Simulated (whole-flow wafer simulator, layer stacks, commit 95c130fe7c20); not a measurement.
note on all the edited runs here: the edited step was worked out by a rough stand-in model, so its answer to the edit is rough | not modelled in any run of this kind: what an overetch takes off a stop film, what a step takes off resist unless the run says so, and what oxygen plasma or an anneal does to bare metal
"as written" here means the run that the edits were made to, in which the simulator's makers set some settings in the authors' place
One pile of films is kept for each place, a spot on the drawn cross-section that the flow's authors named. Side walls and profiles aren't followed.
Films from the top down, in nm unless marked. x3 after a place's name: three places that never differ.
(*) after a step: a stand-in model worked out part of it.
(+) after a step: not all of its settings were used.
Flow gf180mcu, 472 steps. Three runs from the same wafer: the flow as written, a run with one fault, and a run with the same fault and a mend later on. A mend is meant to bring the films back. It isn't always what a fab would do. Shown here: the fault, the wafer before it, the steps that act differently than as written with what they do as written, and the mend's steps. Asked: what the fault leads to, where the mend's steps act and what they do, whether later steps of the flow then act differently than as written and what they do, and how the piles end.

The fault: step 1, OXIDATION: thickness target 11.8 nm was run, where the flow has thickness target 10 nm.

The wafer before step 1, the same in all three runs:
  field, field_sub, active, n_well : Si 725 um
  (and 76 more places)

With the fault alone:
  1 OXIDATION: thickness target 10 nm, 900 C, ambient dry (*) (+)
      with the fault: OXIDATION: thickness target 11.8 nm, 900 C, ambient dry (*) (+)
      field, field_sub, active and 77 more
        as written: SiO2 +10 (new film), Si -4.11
        with the fault: SiO2 +11.8 (new film), Si -4.91
  Later steps of the flow that act differently than as written (100 more steps differ only slightly, by at most 2% or 0.5 nm, whichever is larger, and aren't shown):
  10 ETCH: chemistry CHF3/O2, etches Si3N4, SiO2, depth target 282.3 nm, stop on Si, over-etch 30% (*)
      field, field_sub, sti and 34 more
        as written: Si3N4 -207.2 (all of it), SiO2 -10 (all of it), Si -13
        with the fault: Si3N4 -207.2 (all of it), SiO2 -11.8 (all of it), Si -12.7
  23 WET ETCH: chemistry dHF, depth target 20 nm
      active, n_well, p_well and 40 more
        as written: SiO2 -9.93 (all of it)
        with the fault: SiO2 -11.7 (all of it)
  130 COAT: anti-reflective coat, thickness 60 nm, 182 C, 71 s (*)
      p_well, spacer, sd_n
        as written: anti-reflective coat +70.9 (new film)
        with the fault: anti-reflective coat +72.6 (new film)
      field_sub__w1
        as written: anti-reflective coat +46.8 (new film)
        with the fault: anti-reflective coat +45.8 (new film)
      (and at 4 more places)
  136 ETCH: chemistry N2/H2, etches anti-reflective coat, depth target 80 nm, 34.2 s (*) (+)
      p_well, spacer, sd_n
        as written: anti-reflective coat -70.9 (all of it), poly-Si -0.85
        with the fault: anti-reflective coat -72.6 (all of it), poly-Si -0.81
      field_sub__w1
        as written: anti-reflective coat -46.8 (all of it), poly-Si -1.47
        with the fault: anti-reflective coat -45.8 (all of it), poly-Si -1.49
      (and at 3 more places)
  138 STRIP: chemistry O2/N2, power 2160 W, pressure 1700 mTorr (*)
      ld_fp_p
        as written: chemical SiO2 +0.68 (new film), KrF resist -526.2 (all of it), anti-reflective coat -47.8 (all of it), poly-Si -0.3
        with the fault: chemical SiO2 +0.68 (new film), KrF resist -526.3 (all of it), anti-reflective coat -46.7 (all of it), poly-Si -0.3
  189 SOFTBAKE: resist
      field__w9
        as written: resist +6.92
        with the fault: resist -3.07
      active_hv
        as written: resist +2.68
        with the fault: resist -0.49
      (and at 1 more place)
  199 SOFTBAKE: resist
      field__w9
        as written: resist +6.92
        with the fault: resist -3.07
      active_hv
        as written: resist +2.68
        with the fault: resist -0.49
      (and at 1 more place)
  At the end the piles differ from the flow's only slightly at the places that both follow, by at most 2% or 0.5 nm, whichever is larger.

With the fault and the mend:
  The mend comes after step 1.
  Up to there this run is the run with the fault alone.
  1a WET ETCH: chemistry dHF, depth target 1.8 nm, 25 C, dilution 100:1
      field, field_sub, active and 77 more
        SiO2 -1.8
  No later step of the flow acts differently than as written at any place that is followed.
  At the end the piles differ from the flow's only slightly at the places that both follow, by at most 2% or 0.5 nm, whichever is larger.
